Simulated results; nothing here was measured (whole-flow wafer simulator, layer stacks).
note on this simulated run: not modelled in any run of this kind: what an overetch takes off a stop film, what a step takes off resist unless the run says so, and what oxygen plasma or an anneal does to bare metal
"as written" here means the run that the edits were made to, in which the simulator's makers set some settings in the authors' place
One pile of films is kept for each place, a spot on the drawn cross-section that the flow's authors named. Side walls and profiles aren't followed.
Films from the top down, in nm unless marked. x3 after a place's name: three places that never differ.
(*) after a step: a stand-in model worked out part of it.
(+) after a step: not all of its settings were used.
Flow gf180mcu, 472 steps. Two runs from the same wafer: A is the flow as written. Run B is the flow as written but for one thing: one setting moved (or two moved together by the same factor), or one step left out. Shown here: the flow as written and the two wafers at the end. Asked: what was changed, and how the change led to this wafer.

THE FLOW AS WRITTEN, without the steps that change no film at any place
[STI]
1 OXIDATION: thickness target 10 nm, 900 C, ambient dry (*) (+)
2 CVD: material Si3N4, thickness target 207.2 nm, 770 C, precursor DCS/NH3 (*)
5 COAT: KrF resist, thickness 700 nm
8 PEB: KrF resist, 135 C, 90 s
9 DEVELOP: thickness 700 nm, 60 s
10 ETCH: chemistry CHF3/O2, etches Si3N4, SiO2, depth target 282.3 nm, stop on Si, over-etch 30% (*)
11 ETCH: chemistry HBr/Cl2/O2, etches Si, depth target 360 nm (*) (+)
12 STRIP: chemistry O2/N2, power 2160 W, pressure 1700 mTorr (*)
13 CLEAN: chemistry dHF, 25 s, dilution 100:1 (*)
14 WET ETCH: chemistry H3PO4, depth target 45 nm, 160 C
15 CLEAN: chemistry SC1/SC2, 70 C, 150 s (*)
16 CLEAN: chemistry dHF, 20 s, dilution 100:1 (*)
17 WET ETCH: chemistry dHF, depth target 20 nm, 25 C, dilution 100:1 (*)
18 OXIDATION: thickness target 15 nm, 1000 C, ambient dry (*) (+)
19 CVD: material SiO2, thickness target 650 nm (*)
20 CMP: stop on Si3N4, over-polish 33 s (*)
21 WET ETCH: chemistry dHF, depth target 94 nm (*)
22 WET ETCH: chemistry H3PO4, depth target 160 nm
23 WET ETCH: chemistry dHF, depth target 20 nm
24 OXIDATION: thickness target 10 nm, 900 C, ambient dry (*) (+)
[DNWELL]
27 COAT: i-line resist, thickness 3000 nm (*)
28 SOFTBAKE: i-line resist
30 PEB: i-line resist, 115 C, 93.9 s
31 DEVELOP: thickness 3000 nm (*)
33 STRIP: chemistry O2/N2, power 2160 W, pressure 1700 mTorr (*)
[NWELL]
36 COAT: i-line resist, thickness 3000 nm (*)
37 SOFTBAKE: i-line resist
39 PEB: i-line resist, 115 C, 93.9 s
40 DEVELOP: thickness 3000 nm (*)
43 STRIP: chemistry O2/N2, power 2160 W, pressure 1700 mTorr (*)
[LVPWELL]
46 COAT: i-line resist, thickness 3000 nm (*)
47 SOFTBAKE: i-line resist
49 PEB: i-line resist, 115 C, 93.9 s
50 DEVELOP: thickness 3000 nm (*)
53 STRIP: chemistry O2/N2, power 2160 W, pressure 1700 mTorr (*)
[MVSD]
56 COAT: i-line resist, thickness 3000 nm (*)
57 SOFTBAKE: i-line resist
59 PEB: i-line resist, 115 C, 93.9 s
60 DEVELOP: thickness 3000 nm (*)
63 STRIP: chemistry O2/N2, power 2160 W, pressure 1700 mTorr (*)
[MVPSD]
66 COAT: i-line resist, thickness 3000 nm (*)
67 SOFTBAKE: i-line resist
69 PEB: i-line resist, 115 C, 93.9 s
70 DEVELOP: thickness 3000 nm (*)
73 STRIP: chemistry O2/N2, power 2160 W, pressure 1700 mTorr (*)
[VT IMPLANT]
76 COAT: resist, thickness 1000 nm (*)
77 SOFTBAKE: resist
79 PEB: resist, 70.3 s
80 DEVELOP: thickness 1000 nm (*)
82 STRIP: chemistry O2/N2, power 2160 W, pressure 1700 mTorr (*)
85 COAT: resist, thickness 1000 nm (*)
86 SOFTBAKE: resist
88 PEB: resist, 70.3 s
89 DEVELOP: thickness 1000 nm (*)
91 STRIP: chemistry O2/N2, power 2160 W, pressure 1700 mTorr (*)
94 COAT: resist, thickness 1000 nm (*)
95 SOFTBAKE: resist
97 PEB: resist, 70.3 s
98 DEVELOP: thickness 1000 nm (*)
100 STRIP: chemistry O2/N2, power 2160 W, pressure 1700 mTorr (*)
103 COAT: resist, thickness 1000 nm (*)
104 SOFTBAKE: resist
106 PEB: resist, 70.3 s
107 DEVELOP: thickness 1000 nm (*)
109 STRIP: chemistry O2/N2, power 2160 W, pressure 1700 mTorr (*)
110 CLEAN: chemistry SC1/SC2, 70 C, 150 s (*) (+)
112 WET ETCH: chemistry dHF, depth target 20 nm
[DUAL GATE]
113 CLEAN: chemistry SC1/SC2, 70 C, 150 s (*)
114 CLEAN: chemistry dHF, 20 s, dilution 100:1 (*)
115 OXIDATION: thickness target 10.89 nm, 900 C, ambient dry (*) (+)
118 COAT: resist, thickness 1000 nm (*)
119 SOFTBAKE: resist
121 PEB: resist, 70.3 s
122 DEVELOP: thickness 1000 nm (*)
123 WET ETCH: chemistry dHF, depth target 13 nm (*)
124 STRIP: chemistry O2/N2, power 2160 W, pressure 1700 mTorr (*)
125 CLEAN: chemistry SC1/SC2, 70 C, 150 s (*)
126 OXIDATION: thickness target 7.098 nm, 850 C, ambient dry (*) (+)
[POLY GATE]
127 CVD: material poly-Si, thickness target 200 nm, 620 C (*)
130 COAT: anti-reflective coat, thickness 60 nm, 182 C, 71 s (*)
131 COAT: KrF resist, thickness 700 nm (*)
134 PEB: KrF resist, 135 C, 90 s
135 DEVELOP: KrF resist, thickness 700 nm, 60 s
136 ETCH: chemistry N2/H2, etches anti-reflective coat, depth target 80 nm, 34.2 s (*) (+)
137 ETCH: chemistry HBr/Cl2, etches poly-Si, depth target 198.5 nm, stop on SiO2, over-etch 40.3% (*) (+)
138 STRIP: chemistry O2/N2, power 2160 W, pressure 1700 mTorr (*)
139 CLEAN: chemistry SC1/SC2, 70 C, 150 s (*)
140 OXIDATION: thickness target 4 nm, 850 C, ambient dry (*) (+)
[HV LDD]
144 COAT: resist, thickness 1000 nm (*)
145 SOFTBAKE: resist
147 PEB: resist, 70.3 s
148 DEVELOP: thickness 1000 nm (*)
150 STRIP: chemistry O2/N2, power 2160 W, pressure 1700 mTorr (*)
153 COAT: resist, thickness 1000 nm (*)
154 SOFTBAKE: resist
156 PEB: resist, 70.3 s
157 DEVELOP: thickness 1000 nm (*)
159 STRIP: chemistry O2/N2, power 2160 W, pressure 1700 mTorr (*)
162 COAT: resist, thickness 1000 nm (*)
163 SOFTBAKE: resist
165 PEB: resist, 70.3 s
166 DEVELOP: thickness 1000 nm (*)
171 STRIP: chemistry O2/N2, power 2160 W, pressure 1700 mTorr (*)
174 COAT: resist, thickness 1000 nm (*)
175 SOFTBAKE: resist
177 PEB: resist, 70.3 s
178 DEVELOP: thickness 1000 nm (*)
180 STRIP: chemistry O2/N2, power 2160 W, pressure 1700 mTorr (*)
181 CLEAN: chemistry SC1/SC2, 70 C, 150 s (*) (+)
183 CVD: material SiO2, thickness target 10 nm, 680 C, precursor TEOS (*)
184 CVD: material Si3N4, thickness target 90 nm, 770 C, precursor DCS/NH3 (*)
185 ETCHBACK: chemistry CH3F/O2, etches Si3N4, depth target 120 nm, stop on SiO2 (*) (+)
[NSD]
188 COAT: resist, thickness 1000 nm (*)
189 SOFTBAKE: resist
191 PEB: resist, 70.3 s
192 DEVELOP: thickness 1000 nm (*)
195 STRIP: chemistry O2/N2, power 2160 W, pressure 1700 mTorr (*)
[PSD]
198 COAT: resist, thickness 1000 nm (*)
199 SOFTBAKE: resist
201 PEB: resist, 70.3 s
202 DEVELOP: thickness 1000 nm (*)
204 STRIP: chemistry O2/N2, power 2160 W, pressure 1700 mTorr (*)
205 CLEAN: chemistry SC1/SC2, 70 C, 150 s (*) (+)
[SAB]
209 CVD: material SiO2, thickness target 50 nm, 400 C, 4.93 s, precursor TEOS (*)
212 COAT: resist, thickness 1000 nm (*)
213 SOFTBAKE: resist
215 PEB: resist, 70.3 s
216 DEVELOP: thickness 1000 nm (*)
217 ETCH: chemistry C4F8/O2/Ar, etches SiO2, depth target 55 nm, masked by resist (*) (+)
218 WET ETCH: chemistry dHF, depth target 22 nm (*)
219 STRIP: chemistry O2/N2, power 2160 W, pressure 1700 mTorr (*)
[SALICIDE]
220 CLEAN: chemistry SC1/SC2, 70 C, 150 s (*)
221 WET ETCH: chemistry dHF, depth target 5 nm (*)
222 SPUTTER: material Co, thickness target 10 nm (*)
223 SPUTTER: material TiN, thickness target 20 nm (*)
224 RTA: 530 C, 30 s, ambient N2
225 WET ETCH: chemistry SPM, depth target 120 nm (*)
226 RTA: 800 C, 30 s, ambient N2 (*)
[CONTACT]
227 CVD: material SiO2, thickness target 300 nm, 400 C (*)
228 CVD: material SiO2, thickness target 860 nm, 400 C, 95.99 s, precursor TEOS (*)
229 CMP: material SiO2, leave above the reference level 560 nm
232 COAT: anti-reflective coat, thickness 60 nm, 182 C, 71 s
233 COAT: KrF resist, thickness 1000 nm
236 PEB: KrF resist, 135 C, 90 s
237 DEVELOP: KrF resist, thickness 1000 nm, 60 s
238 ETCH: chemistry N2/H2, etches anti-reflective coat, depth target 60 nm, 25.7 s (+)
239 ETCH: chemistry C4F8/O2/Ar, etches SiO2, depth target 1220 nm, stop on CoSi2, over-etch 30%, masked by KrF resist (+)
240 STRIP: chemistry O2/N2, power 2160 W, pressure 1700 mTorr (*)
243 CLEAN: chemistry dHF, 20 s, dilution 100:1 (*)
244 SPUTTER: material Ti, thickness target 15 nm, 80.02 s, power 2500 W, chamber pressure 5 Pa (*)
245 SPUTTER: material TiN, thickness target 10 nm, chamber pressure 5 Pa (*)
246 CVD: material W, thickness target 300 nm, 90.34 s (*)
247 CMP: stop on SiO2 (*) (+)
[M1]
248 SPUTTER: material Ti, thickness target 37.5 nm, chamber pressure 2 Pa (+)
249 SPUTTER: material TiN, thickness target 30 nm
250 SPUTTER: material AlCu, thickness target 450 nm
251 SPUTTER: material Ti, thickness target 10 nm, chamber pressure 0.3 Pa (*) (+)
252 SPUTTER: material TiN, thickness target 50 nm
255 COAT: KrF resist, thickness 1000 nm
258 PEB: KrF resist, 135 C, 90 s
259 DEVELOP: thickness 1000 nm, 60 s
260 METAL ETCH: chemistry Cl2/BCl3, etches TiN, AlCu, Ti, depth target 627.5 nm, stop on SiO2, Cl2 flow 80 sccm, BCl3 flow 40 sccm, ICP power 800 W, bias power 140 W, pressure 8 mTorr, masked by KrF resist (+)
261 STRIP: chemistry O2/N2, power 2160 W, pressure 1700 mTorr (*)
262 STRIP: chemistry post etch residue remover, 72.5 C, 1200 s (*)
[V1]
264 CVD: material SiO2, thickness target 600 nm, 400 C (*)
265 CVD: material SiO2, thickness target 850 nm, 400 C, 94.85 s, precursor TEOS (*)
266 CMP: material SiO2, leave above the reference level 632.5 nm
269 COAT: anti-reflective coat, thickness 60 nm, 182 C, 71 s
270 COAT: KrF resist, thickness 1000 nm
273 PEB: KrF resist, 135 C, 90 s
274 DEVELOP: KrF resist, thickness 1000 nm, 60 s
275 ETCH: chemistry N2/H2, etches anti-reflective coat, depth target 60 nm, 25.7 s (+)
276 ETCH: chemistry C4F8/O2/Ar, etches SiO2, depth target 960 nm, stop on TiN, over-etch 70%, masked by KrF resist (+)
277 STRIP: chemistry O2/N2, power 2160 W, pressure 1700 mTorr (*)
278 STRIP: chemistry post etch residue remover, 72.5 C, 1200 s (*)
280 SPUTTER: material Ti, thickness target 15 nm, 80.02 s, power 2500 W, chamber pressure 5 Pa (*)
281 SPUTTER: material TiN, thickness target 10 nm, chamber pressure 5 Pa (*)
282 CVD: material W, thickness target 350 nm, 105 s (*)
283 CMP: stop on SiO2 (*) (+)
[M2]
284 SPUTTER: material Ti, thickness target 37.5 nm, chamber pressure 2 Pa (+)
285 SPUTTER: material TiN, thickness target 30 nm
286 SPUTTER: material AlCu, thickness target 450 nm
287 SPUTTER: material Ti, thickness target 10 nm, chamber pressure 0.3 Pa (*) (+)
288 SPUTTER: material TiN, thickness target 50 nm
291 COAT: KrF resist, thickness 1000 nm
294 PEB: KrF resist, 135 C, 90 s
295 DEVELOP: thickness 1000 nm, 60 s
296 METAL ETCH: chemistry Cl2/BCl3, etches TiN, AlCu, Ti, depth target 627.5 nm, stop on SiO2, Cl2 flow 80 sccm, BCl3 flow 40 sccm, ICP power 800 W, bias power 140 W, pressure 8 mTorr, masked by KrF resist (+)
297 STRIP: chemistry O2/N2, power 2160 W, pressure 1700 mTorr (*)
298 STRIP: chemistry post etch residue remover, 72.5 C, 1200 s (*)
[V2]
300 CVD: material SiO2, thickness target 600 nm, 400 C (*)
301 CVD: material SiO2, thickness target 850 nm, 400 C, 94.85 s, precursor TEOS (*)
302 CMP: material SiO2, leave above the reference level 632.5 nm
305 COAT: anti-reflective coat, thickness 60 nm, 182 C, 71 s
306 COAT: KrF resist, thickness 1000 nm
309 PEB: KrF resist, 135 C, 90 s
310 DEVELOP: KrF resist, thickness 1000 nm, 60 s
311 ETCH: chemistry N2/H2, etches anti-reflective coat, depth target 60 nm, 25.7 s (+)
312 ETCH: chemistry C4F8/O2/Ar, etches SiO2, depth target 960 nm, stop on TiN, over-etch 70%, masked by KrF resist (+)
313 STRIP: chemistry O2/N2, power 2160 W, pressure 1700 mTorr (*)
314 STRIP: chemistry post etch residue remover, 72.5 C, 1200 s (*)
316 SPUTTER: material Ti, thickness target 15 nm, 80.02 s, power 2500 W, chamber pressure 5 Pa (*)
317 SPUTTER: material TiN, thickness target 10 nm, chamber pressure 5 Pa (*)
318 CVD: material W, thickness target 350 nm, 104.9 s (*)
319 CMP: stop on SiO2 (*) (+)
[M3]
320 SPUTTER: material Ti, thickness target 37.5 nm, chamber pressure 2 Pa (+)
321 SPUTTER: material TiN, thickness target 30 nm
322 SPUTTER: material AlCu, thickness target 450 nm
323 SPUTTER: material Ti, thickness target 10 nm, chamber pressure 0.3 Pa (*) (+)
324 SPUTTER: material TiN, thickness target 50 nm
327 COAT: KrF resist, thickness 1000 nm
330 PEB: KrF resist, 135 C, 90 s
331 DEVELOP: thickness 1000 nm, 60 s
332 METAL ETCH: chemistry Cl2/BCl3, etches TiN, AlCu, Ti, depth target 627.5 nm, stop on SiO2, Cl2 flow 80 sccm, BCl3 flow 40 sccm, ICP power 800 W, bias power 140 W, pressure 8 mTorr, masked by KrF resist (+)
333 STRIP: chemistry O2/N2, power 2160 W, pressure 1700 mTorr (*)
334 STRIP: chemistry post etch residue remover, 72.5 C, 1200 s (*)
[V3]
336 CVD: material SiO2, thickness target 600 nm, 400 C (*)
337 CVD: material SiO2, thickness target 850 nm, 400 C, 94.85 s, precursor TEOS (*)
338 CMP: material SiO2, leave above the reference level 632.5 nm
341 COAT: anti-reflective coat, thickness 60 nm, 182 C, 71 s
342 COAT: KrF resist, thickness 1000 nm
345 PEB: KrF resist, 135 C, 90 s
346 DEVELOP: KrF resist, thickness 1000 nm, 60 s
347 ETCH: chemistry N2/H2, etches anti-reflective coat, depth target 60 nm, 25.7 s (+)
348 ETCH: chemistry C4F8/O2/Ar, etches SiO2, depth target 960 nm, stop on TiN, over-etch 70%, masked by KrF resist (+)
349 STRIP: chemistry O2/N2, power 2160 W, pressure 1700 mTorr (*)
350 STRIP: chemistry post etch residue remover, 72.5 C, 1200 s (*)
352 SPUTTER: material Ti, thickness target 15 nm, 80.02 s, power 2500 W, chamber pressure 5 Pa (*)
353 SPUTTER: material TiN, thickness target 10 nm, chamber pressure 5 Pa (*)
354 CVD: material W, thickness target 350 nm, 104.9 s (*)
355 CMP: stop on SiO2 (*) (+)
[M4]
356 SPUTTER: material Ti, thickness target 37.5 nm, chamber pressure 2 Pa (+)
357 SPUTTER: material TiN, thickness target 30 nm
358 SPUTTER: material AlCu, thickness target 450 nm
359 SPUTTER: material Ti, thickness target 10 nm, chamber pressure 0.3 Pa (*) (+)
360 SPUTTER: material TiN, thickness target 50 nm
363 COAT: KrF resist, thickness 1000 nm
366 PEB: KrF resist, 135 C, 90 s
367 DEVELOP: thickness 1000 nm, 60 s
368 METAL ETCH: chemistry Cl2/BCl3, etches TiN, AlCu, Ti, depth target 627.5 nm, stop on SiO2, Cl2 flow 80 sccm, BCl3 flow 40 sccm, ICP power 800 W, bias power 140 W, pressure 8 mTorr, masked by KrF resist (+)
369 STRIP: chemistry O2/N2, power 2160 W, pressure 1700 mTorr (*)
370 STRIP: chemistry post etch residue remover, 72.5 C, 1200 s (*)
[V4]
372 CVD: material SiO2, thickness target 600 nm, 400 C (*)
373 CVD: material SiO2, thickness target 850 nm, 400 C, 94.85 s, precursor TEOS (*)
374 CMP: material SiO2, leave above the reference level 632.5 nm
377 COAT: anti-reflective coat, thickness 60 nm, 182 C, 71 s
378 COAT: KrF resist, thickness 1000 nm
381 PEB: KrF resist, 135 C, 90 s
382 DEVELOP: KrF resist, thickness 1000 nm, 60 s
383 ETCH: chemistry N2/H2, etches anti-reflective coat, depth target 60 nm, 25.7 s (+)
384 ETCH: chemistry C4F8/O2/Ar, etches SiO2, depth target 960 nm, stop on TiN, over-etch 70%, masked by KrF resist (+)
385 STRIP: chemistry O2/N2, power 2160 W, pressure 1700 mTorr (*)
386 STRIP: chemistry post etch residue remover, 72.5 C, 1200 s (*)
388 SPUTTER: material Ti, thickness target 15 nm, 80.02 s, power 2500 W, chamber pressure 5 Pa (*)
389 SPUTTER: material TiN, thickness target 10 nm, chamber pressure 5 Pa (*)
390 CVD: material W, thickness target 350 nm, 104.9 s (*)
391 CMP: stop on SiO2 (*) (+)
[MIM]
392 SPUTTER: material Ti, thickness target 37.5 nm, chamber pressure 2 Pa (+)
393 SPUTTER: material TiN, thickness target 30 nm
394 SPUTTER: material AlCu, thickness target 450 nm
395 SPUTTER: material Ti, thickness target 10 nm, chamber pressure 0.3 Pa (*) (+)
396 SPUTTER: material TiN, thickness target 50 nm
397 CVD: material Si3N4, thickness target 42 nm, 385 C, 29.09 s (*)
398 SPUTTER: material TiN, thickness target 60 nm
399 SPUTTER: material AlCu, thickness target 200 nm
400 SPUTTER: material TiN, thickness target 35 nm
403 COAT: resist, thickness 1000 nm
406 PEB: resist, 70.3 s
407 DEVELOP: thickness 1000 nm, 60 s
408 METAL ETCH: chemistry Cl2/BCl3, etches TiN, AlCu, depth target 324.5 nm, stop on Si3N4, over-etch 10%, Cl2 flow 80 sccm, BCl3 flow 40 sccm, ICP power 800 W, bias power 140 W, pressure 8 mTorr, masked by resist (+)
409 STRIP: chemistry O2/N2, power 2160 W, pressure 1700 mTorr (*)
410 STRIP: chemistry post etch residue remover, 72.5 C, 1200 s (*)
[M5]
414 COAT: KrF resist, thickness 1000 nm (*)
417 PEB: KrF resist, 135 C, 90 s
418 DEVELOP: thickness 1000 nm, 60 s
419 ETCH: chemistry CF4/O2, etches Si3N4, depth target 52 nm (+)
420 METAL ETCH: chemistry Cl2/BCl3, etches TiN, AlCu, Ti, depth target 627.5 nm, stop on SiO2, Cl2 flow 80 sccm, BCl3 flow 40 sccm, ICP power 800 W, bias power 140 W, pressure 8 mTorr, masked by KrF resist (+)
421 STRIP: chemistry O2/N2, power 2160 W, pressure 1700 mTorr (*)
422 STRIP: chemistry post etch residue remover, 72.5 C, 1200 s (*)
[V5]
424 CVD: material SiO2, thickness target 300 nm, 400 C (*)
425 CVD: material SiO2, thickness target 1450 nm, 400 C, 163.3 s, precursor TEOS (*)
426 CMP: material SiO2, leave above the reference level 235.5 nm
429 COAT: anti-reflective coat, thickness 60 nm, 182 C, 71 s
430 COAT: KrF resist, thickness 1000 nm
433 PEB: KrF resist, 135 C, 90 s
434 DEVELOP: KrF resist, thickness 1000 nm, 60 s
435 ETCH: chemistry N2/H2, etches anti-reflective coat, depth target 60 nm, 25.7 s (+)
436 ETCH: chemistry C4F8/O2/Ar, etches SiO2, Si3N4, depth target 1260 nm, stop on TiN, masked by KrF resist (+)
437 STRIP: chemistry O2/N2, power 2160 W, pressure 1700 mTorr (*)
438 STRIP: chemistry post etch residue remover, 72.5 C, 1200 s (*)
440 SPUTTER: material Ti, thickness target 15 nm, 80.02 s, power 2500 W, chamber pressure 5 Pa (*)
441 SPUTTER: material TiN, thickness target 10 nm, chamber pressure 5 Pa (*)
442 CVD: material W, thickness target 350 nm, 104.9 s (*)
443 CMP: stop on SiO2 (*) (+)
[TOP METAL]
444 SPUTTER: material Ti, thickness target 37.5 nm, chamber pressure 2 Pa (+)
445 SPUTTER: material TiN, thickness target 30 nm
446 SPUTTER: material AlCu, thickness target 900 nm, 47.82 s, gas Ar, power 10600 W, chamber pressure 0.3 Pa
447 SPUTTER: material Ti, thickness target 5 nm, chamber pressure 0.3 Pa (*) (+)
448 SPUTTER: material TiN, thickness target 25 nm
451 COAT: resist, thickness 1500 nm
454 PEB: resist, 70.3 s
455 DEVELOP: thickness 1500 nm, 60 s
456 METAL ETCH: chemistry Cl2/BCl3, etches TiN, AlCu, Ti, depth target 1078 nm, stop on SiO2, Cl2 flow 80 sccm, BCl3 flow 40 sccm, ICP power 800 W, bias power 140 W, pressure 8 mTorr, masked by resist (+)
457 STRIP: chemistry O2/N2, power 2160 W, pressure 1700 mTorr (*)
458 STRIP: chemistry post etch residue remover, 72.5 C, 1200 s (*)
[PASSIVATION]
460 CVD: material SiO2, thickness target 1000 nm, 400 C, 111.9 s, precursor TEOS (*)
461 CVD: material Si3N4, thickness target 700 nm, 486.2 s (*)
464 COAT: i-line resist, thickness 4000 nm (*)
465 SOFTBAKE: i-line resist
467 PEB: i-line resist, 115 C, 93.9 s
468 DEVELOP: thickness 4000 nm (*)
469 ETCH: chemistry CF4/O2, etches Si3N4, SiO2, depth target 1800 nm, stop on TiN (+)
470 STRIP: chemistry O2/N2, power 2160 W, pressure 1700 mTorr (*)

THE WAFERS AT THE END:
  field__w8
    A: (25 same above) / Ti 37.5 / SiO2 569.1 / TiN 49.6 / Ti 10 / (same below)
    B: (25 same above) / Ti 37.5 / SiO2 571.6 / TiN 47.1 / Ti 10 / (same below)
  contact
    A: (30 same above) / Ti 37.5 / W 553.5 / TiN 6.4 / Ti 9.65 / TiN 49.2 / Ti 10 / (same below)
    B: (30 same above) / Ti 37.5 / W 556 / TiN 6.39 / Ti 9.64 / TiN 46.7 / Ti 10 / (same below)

The cause: step 288, SPUTTER: thickness target 47.5 nm was run, where the flow has thickness target 50 nm.

How the change led to this, step by step:
  288 SPUTTER: material TiN, thickness target 50 nm
      field, field__w1, field__w2 and 108 more: A TiN +50 (new film) | B TiN +47.5 (new film)
  296 METAL ETCH: chemistry Cl2/BCl3, etches TiN, AlCu, Ti, depth target 627.5 nm, stop on SiO2, Cl2 flow 80 sccm, BCl3 flow 40 sccm, ICP power 800 W, bias power 140 W, pressure 8 mTorr, masked by KrF resist (+)
      field, field__w1, field__w2 and 103 more: A TiN -50 (all of it), Ti -10 (all of it), AlCu -450 (all of it), TiN -30 (all of it), Ti -37.5 (all of it) | B TiN -47.5 (all of it), Ti -10 (all of it), AlCu -450 (all of it), TiN -30 (all of it), Ti -37.5 (all of it)
